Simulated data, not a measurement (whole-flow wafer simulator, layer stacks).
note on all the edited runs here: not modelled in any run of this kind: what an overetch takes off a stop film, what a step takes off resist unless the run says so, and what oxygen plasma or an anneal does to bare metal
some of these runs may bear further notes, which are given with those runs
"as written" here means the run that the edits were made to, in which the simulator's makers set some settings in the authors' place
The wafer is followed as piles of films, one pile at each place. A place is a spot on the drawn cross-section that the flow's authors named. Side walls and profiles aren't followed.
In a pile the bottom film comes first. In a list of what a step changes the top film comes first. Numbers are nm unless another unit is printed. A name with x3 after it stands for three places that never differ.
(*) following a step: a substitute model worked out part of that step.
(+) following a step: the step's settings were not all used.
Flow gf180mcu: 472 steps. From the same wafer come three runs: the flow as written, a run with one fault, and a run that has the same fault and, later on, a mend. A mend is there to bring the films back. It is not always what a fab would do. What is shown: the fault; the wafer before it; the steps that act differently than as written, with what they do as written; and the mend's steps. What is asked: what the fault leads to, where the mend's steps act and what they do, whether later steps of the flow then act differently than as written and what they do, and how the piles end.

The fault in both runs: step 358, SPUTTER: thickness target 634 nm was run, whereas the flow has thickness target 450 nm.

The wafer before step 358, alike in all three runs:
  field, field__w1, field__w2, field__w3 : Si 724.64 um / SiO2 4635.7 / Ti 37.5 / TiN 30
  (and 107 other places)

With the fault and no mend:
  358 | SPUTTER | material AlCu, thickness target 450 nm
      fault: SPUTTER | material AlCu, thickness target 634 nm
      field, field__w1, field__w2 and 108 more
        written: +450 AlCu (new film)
        fault: +634 AlCu (new film)
  Later steps of the flow acting differently than as written:
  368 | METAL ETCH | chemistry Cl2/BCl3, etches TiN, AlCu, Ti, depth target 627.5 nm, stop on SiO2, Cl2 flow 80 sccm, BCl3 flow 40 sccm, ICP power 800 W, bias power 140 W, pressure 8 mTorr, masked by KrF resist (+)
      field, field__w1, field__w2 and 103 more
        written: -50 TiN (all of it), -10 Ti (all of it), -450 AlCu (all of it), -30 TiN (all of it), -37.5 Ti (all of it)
        fault: -50 TiN (all of it), -10 Ti (all of it), -567.5 AlCu
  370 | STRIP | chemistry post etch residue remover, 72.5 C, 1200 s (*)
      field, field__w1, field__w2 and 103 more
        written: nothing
        fault: -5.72 AlCu
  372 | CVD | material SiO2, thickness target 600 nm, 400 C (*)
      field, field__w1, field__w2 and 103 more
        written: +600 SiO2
        fault: +600 SiO2 (new film)
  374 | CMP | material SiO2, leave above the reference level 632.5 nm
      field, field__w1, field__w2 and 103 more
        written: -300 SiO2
        fault: -244.3 SiO2
  By the end, the piles at field, field__w1, field__w2 and 109 more depart from the flow's by more than 2% or 0.5 nm, whichever is larger.
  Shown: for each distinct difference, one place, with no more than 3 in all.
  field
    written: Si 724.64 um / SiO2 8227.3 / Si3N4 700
    fault: Si 724.64 um / SiO2 4635.7 / Ti 37.5 / TiN 30 / AlCu 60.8 / SiO2 3647.3 / Si3N4 700
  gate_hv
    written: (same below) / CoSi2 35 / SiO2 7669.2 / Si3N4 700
    fault: (same below) / CoSi2 35 / SiO2 4077.6 / Ti 37.5 / TiN 30 / AlCu 60.8 / SiO2 3647.3 / Si3N4 700
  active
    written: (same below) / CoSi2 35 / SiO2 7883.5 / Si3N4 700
    fault: (same below) / CoSi2 35 / SiO2 4291.9 / Ti 37.5 / TiN 30 / AlCu 60.8 / SiO2 3647.3 / Si3N4 700

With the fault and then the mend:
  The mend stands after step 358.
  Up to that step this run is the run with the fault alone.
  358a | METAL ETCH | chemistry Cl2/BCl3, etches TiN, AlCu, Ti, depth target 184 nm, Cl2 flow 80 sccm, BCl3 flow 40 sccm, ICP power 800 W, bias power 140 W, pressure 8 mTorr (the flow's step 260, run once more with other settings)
      field, field__w1, field__w2 and 108 more
        -184 AlCu
  Every later step of the flow that is run acts as written at every place that is followed.
  At every place that both follow, the piles at the end match the flow's.
